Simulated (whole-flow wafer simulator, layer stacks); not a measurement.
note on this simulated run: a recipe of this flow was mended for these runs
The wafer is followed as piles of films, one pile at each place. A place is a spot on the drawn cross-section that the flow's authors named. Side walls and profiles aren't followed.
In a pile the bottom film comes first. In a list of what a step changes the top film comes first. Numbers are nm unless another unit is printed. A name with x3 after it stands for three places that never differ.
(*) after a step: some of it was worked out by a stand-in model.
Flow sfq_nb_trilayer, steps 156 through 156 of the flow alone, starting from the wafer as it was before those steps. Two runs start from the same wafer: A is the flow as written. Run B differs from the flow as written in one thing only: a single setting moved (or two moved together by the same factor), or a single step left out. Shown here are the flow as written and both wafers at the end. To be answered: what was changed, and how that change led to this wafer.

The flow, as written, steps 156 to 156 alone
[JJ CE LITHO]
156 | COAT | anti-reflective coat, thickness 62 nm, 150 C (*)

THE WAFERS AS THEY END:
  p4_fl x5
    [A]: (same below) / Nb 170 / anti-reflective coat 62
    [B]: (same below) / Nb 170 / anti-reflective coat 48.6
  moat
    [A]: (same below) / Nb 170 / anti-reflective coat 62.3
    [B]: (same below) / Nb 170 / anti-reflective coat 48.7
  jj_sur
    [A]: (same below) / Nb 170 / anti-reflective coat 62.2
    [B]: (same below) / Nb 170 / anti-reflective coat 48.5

What caused this: step 156, COAT: thickness 48.6 nm was run, while the flow as written has thickness 62 nm.
One can read it off the wafer: p4_fl x5 has anti-reflective coat 48.6, and step 156 as written asks for 62 nm.

How this came from the change, step by step:
  156 | COAT | anti-reflective coat, thickness 62 nm, 150 C (*)
      p4_fl x5, p4_w1 x9, p3_s0 x42, wl_j_sl x15, wl_d_m1, l0r_line_l x3, m0r_space_l x2: A anti-reflective coat gains 62 (new film) | B anti-reflective coat gains 48.6 (new film)
      moat, field_r, lsp_l, ln_m5, lsp_m, ln_m6, lsp_r: A anti-reflective coat gains 62.3 (new film) | B anti-reflective coat gains 48.7 (new film)
      (and at 22 other places as well)
